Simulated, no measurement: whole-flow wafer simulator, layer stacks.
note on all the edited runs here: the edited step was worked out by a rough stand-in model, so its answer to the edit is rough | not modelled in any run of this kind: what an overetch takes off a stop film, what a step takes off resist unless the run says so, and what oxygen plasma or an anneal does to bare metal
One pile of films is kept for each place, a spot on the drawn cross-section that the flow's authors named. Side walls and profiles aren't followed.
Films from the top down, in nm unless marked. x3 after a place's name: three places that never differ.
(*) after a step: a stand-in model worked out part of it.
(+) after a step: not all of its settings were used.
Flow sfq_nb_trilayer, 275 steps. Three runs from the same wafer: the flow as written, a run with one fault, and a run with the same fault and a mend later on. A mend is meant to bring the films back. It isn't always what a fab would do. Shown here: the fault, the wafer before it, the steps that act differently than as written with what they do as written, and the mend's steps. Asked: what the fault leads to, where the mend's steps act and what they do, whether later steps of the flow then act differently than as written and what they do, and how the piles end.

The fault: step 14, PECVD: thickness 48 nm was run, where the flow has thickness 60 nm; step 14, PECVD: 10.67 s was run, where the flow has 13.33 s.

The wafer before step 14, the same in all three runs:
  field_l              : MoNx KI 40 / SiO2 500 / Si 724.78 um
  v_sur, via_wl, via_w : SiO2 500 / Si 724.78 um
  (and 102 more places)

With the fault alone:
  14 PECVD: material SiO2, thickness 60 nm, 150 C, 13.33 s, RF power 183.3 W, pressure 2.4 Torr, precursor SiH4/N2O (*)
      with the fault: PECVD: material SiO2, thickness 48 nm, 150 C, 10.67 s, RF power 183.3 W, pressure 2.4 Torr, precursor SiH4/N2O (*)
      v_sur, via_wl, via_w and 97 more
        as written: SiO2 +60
        with the fault: SiO2 +48
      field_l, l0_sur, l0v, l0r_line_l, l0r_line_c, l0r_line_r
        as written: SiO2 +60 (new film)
        with the fault: SiO2 +48 (new film)
  Later steps of the flow that act differently than as written (8 more steps differ only slightly, by at most 2% or 0.5 nm, whichever is larger, and aren't shown):
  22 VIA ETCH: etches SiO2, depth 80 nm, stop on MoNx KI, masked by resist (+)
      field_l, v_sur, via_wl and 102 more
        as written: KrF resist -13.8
        with the fault: KrF resist -12.4
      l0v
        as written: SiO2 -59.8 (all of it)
        with the fault: SiO2 -47.8 (all of it)
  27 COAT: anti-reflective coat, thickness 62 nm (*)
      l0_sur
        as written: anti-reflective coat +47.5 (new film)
        with the fault: anti-reflective coat +48.8 (new film)
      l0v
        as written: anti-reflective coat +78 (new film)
        with the fault: anti-reflective coat +74.4 (new film)
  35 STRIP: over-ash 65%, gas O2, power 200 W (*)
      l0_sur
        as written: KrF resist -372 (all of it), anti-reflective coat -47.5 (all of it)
        with the fault: KrF resist -372.7 (all of it), anti-reflective coat -48.8 (all of it)
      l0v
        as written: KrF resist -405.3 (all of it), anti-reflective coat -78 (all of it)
        with the fault: KrF resist -397.8 (all of it), anti-reflective coat -74.4 (all of it)
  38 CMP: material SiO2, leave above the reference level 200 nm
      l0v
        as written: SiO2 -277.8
        with the fault: SiO2 -291.8
  At the end the piles differ from the flow's by more than 2% or 0.5 nm, whichever is larger, at field_l, v_sur, via_wl and 99 more.
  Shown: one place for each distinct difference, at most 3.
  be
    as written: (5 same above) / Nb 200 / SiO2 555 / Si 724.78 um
    with the fault: (5 same above) / Nb 200 / SiO2 543 / Si 724.78 um
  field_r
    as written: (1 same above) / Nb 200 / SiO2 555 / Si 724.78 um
    with the fault: (1 same above) / Nb 200 / SiO2 543 / Si 724.78 um
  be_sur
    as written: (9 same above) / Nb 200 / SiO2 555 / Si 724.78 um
    with the fault: (9 same above) / Nb 200 / SiO2 543 / Si 724.78 um

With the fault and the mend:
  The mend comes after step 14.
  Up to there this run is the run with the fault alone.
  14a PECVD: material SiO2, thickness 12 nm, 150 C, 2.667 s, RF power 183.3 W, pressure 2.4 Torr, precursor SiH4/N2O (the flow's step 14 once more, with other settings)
      field_l, v_sur, via_wl and 103 more
        SiO2 +12
  No later step of the flow acts differently than as written, at any place that is followed, by more than 2% or 0.5 nm, whichever is larger.
  At the end the piles are the same as the flow's at every place that both follow.
